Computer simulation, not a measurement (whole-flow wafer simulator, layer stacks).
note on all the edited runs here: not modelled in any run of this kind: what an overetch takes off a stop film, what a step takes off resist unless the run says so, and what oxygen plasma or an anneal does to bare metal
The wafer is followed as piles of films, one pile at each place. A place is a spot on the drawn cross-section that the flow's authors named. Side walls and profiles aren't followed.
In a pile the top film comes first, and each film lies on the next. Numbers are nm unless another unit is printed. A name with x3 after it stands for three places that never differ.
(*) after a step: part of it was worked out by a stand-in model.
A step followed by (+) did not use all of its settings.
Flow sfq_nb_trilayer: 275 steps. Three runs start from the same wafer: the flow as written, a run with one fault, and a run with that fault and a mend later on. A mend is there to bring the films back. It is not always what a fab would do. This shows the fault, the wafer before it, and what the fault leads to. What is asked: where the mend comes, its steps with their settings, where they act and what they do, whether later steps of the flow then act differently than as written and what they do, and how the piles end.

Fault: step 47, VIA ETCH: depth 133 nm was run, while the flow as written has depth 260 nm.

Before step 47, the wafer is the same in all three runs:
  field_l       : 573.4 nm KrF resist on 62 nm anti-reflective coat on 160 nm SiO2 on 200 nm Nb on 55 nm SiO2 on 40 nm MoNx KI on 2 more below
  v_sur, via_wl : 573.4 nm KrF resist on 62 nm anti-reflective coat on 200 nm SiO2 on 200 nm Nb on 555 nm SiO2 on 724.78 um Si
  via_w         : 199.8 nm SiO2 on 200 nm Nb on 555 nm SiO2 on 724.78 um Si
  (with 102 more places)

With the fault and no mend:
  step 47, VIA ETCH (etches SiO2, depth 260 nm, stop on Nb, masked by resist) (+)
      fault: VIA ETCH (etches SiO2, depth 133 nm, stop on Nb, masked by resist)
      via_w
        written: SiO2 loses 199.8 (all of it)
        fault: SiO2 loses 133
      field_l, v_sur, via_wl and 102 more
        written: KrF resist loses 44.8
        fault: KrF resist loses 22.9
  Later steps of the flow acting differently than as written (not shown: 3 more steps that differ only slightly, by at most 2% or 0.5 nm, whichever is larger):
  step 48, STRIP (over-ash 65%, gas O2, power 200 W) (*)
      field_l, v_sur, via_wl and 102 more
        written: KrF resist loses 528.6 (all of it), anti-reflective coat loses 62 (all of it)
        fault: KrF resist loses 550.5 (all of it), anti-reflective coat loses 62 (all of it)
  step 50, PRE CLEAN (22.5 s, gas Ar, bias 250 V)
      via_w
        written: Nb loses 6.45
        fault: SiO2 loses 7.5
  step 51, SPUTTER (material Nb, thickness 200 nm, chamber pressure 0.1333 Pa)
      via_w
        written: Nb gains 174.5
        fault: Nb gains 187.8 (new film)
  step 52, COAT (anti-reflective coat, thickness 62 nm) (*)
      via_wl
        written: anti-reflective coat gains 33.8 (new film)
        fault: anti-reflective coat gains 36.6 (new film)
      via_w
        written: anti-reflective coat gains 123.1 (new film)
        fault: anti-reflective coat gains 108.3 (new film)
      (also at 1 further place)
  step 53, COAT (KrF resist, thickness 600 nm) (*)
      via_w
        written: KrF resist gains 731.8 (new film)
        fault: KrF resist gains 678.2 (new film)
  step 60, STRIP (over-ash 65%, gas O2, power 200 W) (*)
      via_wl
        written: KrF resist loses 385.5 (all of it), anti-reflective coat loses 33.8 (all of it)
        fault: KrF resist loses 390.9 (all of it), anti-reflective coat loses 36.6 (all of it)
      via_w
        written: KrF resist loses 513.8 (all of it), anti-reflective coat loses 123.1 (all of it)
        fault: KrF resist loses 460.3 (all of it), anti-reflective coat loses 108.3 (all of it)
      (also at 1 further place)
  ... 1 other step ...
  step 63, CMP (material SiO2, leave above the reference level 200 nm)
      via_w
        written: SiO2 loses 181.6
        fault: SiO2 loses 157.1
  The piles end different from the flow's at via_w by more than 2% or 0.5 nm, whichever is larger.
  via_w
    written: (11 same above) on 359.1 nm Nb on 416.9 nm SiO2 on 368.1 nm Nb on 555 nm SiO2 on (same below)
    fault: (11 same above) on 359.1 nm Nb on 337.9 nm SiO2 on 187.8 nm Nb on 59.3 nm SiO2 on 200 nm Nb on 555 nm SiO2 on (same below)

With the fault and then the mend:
  The mend follows step 47.
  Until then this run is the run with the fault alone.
  step 47a, VIA ETCH (etches SiO2, depth 127 nm, stop on Nb, masked by resist) (+) (the flow's step 47 again, with other settings)
      field_l, v_sur, via_wl and 102 more
        KrF resist loses 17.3
      via_w
        SiO2 loses 66.8 (all of it)
  Later steps of the flow that are run all act as written at every place that is followed, up to a difference of at most 2% or 0.5 nm, whichever is larger.
  The piles end the same as the flow's at every place that both follow.
